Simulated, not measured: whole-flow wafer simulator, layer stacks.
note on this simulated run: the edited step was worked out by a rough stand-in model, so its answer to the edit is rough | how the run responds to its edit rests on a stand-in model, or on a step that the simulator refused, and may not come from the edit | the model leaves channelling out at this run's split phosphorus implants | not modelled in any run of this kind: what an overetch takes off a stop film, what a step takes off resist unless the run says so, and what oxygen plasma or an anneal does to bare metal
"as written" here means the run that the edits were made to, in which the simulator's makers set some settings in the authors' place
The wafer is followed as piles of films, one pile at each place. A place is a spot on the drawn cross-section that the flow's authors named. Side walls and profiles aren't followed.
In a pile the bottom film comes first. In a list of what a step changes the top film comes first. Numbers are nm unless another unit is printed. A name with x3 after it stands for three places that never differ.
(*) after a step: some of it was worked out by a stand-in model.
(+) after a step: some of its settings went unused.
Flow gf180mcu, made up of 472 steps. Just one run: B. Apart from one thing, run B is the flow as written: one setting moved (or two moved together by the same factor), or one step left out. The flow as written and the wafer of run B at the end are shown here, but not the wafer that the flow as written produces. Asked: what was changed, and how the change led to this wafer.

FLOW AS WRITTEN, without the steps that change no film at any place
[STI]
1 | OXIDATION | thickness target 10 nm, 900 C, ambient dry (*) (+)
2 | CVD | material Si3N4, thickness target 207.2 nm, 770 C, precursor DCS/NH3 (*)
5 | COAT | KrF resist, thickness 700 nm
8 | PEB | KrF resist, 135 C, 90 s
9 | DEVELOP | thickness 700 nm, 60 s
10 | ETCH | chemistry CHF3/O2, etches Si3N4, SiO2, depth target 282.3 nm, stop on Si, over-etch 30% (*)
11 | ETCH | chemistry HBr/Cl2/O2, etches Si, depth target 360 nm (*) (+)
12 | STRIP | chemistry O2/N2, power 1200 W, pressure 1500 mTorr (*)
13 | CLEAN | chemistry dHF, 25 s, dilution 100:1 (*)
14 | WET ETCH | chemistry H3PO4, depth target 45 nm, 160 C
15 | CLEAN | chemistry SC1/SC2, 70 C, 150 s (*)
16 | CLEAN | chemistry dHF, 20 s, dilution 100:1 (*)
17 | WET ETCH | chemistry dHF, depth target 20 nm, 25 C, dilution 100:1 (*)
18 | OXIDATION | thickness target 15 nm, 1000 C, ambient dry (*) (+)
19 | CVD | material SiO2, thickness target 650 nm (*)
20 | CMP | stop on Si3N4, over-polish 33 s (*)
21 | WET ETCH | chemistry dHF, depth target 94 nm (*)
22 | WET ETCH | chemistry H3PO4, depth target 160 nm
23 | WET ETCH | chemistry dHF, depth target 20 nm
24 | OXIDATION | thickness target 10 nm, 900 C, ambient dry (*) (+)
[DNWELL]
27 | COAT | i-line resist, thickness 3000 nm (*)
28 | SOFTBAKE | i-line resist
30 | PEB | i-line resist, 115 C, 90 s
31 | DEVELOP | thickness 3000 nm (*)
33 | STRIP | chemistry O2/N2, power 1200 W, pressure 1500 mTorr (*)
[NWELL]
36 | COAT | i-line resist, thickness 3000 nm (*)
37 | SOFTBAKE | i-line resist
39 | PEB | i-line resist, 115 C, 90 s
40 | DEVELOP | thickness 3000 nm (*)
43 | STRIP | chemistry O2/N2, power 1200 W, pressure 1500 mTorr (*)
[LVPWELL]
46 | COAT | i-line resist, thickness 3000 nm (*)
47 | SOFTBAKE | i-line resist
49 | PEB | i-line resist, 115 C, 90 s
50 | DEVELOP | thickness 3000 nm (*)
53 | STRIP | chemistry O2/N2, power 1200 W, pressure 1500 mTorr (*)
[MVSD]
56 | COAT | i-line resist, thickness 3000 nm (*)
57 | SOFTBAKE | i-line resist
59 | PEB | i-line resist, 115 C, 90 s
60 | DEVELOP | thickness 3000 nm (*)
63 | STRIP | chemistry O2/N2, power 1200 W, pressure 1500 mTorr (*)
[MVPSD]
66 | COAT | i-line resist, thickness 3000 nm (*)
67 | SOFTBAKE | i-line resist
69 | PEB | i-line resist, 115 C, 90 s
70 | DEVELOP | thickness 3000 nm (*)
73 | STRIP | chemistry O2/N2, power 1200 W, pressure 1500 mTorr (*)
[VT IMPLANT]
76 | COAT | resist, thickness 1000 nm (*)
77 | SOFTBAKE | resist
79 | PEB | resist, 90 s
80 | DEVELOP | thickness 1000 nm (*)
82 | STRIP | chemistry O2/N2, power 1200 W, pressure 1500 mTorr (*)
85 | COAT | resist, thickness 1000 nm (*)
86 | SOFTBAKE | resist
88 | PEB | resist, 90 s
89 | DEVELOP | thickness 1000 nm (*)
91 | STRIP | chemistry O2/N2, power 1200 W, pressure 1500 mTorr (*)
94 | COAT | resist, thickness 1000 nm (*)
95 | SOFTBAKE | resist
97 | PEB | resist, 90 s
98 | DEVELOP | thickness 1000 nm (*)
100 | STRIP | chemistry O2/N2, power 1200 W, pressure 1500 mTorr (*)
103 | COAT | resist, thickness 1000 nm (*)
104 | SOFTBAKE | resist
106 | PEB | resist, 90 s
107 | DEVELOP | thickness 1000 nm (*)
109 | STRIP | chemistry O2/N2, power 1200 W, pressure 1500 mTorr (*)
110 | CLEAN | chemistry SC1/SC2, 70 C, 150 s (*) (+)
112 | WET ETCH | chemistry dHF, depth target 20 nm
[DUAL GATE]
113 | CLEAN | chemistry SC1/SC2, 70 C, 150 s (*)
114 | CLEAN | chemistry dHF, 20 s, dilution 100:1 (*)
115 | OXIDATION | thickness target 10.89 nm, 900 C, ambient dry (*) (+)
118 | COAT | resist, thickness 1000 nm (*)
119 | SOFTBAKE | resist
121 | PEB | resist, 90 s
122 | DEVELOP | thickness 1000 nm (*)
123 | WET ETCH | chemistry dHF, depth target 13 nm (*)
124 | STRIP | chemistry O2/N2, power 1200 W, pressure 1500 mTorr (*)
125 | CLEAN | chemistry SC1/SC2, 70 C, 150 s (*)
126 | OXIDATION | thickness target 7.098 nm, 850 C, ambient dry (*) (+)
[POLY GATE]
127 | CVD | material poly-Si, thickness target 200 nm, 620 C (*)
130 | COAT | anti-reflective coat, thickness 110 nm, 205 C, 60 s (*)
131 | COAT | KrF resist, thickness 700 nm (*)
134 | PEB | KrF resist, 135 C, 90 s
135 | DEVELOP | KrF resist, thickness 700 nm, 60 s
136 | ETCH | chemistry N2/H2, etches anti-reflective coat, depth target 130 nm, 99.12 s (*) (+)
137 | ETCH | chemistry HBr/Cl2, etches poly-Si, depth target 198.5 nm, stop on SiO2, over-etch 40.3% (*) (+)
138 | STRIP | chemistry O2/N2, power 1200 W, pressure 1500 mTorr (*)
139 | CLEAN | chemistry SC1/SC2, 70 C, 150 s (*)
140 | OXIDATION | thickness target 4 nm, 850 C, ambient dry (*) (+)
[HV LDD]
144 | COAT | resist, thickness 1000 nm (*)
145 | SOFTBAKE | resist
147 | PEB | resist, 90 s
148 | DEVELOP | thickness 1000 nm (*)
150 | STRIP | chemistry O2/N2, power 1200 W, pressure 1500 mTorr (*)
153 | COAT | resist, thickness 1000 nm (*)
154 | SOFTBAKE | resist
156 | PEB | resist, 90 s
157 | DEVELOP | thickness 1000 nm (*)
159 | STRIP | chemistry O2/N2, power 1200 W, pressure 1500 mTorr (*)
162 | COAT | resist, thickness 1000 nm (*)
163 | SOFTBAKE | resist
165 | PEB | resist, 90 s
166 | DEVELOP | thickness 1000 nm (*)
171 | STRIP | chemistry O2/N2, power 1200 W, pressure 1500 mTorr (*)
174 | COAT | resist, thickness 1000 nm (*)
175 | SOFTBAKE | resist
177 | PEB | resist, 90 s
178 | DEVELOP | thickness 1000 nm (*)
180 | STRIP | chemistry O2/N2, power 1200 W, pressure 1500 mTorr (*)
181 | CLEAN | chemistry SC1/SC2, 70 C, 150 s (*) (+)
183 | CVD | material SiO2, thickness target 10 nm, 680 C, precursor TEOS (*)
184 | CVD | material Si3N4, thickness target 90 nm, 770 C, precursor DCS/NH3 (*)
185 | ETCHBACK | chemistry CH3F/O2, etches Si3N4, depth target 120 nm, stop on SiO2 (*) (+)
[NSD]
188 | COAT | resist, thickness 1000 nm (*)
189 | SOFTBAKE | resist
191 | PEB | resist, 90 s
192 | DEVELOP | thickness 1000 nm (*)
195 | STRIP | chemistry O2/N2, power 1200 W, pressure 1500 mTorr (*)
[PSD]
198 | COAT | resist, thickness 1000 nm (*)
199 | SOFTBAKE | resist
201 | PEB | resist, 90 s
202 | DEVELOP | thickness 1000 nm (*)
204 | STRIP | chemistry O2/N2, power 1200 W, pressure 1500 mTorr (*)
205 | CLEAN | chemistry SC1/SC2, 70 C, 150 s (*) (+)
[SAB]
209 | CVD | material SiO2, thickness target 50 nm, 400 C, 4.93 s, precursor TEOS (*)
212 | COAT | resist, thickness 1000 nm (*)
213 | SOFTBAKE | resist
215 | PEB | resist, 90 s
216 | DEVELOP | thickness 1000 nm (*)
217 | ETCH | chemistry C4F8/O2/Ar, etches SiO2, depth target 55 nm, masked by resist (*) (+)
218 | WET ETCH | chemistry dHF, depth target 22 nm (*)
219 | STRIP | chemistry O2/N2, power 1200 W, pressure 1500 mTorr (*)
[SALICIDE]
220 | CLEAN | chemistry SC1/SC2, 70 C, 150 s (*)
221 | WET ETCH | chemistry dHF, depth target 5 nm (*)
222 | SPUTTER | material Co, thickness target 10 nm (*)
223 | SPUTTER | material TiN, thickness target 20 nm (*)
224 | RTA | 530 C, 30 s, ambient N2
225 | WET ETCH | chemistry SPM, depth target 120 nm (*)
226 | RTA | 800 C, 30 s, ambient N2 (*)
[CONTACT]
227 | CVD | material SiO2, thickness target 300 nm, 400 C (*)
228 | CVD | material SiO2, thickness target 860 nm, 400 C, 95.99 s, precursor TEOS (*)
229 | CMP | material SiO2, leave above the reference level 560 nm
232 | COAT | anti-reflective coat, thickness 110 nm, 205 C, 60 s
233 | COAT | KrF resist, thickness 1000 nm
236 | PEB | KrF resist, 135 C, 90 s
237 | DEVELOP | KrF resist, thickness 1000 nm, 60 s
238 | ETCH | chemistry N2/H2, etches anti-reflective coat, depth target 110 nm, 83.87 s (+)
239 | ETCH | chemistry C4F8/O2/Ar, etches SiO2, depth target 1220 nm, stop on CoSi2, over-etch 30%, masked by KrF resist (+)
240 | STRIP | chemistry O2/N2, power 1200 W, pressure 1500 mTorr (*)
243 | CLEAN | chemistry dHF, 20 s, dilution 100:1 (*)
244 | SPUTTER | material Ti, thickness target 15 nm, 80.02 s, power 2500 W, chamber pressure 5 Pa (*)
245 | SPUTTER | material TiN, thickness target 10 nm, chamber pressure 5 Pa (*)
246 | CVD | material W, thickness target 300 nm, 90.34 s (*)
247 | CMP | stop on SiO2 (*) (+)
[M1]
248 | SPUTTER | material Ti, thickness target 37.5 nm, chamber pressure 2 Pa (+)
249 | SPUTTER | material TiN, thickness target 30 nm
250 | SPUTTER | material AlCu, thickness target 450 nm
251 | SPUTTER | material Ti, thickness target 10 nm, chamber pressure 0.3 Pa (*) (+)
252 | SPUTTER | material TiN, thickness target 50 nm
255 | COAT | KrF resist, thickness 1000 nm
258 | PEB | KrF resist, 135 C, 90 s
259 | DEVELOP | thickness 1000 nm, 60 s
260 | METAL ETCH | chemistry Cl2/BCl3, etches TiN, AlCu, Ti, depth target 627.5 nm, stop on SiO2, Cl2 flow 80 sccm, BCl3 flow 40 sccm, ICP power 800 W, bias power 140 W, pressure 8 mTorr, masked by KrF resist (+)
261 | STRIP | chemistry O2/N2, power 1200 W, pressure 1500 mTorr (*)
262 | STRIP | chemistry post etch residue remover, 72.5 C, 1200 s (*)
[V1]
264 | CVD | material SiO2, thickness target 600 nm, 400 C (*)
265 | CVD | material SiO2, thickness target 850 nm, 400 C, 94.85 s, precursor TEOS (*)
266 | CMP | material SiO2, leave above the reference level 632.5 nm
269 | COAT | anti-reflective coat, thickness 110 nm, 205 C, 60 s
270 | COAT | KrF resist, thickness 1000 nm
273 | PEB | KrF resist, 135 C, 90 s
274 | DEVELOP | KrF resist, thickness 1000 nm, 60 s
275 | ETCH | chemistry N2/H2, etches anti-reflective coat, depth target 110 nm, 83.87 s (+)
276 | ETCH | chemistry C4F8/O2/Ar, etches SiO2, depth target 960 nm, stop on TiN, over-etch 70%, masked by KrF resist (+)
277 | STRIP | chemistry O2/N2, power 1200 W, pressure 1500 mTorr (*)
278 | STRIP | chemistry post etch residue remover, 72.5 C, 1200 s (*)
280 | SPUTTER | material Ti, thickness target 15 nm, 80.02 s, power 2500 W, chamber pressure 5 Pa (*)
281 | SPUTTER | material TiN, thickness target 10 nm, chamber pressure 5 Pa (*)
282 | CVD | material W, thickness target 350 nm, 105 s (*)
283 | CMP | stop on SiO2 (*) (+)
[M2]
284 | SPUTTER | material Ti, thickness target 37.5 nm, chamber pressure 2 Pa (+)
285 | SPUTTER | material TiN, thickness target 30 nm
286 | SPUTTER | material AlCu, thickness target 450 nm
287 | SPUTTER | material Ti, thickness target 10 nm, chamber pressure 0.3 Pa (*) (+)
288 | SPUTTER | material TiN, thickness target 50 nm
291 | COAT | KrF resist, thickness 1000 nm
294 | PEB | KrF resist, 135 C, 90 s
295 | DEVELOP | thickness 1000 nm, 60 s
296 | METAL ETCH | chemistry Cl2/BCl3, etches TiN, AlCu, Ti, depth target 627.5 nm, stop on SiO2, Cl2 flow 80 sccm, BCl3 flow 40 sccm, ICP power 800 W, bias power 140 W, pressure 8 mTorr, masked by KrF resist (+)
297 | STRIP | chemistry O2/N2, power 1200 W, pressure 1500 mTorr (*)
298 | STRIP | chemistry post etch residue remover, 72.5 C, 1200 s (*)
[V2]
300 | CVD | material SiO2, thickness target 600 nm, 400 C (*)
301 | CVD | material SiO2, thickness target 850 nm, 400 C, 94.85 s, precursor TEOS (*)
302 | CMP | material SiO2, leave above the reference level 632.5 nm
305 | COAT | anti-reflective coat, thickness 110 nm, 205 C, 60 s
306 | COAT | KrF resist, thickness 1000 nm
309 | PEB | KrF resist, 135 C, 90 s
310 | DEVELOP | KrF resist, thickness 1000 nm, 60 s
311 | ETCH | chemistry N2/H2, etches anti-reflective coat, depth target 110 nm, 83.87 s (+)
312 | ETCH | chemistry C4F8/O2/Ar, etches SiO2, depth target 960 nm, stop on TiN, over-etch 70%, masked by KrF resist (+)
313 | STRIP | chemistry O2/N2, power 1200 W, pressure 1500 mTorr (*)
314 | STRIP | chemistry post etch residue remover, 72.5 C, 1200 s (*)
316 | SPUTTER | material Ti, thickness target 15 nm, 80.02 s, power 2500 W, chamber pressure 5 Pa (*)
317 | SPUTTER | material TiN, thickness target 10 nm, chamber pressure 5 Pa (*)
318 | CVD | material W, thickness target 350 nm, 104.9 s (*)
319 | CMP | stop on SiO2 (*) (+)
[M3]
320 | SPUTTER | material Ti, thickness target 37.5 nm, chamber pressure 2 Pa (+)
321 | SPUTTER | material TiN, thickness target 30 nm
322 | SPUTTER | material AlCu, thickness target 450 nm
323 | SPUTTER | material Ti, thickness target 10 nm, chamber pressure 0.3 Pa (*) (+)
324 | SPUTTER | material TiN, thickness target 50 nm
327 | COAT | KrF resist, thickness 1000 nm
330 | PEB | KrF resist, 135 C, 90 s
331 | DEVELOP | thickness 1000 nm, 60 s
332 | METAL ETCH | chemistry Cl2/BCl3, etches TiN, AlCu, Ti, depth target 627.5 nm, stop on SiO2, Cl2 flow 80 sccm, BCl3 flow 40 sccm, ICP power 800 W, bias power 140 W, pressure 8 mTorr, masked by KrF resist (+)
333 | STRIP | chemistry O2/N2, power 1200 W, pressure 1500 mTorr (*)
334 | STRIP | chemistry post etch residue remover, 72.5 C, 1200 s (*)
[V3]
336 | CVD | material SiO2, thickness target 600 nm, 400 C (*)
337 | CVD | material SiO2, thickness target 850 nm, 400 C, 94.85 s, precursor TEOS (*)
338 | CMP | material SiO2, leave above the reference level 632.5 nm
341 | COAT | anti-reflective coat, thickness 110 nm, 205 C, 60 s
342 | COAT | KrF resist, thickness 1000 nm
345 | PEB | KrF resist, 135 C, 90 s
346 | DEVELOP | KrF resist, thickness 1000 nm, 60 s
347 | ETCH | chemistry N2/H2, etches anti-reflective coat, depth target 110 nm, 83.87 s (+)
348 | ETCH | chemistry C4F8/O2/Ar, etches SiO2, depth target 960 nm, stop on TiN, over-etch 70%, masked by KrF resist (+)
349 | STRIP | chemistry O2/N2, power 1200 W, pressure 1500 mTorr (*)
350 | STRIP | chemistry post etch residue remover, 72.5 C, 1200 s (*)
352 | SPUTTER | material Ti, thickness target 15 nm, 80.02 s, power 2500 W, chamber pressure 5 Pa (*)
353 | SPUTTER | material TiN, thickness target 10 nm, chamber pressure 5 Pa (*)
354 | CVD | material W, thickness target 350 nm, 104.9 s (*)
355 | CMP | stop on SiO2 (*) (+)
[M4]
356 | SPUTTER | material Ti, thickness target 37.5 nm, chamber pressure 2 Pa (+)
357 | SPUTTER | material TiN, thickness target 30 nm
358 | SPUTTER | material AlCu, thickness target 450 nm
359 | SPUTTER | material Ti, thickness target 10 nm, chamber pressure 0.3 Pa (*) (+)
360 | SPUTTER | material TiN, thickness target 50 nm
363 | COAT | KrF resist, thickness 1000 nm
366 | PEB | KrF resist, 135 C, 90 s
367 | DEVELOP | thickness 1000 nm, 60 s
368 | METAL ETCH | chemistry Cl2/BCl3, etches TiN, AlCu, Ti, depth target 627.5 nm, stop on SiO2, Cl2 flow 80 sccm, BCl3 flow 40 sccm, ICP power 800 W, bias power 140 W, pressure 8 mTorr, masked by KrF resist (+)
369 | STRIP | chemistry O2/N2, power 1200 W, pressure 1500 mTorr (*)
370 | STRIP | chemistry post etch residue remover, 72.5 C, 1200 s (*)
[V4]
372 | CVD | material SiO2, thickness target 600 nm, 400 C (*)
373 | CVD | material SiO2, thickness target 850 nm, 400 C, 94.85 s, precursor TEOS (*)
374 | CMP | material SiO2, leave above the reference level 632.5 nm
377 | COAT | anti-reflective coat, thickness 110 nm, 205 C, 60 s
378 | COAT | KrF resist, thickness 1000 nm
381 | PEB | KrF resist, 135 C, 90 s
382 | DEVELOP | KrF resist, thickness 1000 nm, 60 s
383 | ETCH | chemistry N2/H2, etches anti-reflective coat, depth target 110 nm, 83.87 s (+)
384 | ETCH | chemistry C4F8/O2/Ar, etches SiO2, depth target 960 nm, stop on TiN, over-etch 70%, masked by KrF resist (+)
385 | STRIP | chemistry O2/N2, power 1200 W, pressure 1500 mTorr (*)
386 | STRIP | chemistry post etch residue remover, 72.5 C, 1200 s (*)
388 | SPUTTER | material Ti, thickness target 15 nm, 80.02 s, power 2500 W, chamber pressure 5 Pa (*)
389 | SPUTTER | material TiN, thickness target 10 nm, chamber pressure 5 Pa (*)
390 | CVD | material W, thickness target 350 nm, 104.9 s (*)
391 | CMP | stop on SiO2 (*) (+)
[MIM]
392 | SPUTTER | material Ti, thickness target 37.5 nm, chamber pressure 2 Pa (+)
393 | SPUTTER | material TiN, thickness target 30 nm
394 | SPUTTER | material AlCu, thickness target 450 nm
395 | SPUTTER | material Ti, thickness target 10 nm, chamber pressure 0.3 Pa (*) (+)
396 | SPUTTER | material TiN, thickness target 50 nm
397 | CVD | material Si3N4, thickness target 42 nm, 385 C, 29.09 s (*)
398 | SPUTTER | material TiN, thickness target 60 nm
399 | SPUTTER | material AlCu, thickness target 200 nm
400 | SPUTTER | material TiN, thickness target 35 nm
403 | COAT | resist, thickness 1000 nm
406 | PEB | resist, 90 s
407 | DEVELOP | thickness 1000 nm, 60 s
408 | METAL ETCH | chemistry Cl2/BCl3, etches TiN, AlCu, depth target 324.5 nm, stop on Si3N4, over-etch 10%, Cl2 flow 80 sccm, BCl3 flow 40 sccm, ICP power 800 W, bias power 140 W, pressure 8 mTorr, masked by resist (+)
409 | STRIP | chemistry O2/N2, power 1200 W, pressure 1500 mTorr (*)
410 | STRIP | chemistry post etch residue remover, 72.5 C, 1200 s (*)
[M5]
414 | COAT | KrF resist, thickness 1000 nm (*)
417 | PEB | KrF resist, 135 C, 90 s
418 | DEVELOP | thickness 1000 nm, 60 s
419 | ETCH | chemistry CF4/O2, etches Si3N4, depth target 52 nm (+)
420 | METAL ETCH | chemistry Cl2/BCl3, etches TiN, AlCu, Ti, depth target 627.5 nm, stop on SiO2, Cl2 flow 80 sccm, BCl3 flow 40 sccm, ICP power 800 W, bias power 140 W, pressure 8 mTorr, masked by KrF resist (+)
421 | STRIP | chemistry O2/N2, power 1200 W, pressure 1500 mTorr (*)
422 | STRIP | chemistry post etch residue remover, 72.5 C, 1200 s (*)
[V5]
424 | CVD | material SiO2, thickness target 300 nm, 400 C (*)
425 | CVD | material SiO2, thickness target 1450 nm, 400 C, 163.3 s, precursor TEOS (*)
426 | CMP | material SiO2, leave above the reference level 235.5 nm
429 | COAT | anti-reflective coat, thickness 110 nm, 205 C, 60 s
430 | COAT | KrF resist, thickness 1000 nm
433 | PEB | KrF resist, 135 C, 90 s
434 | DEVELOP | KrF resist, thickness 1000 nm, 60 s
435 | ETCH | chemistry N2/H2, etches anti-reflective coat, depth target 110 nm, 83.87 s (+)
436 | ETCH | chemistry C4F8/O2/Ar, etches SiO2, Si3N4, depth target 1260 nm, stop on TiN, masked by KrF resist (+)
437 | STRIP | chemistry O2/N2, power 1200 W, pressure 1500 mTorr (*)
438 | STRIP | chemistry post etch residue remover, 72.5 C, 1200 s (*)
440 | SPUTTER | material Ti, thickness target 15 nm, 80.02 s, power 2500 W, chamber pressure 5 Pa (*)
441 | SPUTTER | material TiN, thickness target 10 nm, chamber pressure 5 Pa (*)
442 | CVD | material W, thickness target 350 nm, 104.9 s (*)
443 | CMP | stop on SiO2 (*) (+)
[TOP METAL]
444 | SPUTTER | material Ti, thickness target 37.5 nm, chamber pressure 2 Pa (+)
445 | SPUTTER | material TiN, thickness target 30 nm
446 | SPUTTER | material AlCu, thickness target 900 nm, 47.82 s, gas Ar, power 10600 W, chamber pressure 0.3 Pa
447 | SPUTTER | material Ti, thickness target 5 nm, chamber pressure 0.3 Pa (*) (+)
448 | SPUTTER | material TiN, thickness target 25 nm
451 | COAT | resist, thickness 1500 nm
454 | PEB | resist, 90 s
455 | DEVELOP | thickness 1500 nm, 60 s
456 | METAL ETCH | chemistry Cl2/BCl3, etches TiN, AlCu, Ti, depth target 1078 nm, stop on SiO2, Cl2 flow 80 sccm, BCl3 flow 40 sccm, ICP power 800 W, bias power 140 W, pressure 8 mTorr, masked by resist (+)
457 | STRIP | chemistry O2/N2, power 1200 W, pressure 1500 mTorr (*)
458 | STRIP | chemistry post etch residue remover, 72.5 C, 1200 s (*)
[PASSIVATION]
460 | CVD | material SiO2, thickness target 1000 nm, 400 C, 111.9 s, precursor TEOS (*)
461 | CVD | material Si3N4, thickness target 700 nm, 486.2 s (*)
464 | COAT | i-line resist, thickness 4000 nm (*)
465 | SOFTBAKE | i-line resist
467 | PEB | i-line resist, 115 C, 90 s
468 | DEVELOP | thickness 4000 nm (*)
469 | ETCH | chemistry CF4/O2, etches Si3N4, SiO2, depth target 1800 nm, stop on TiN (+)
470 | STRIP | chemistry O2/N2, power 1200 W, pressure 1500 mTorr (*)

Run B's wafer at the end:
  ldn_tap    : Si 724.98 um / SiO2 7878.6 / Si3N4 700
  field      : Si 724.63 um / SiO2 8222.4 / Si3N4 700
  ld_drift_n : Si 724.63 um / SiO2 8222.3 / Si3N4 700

Cause: step 140, OXIDATION: 1020 C was run, whereas the flow has 850 C.

How this came from the change, step by step:
  140 | OXIDATION | thickness target 4 nm, 850 C, ambient dry (*) (+)
      gate, gate_hv, gate_p and 25 more: +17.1 SiO2 (new film), -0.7 chemical SiO2 (all of it), -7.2 poly-Si (as written it would have been: +4 SiO2 (new film), -0.7 chemical SiO2 (all of it), -1.45 poly-Si)
      active_hv, active_nat, ld_sd_n and 11 more: +11.1 SiO2, -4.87 Si (as written it would have been: +0.96 SiO2, -0.42 Si)
      (as well as at 50 more places)
  189 | SOFTBAKE | resist
      field__w9: -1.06 resist (as written it would have been: +1.85 resist)
  199 | SOFTBAKE | resist
      field__w9: -1.06 resist (as written it would have been: +1.85 resist)
  218 | WET ETCH | chemistry dHF, depth target 22 nm (*)
      ldn_tap, ldn_src, ldn_drn, ldp_tap, ldp_src, ldp_drn, ldp_gr: -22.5 SiO2 (as written it would have been: -16 SiO2 (all of it))
      ld_drn_n, ld_sd_p: -22.3 SiO2 (as written it would have been: -14.8 SiO2 (all of it))
      (as well as at 40 more places)
  219 | STRIP | chemistry O2/N2, power 1200 W, pressure 1500 mTorr (*)
      active_hv, active_nat, ld_sd_n and 10 more: nothing (as written it would have been: +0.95 chemical SiO2 (new film), -0.42 Si)
  221 | WET ETCH | chemistry dHF, depth target 5 nm (*)
      ldn_tap, ldn_src, ldn_drn, ldp_tap, ldp_src, ldp_drn, ldp_gr: -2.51 SiO2 (as written it would have been: -0.76 chemical SiO2 (all of it))
      ld_drn_n, ld_sd_p: -2.28 SiO2 (all of it) (as written it would have been: -0.76 chemical SiO2 (all of it))
      (as well as at 4 more places)
  223 | SPUTTER | material TiN, thickness target 20 nm (*)
      field__w2: +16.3 TiN (new film) (as written it would have been: +17 TiN (new film))
      field__w3: +15 TiN (new film) (as written it would have been: +15.7 TiN (new film))
      (as well as at 1 more place)
  224 | RTA | 530 C, 30 s, ambient N2
      ldn_tap, ldn_src, ldn_drn, ldp_tap, ldp_src, ldp_drn, ldp_gr: nothing (as written it would have been: under 1 film: +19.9 CoSi (new film), -10 Co (all of it), -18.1 Si)
  225 | WET ETCH | chemistry SPM, depth target 120 nm (*)
      ldn_tap, ldn_src, ldn_drn, ldp_tap, ldp_src, ldp_drn, ldp_gr: -20 TiN (all of it), -10 Co (all of it) (as written it would have been: -20 TiN (all of it))
      field__w2: -16.3 TiN (all of it), -8.42 Co (all of it) (as written it would have been: -17 TiN (all of it), -8.65 Co (all of it))
      (as well as at 2 more places)
  226 | RTA | 800 C, 30 s, ambient N2 (*)
      ldn_tap, ldn_src, ldn_drn, ldp_tap, ldp_src, ldp_drn, ldp_gr: nothing (as written it would have been: +35 CoSi2 (new film), -19.9 CoSi (all of it), -18.1 Si)
      sd_p: +31.1 CoSi2 (new film), -17.7 CoSi (all of it), -16.1 Si (as written it would have been: +31.8 CoSi2 (new film), -18.1 CoSi (all of it), -16.5 Si)
      (as well as at 1 more place)
  227 | CVD | material SiO2, thickness target 300 nm, 400 C (*)
      ldn_tap, ldn_src, ldn_drn, ldp_tap, ldp_src, ldp_drn, ldp_gr: +300 SiO2 (as written it would have been: +300 SiO2 (new film))
  229 | CMP | material SiO2, leave above the reference level 560 nm
      sti, mim_1p0, pad, dice_street, iso_nw_fld, iso_fld_sub: -303.3 SiO2 (as written it would have been: -297 SiO2)
      field__w7, field__w8, field__w11: -293.1 SiO2 (as written it would have been: -286.8 SiO2)
      (as well as at 32 more places)
Taking metal films that touch as one body, ldn_tap has 0 bodies; the flow as written gives 1 body.
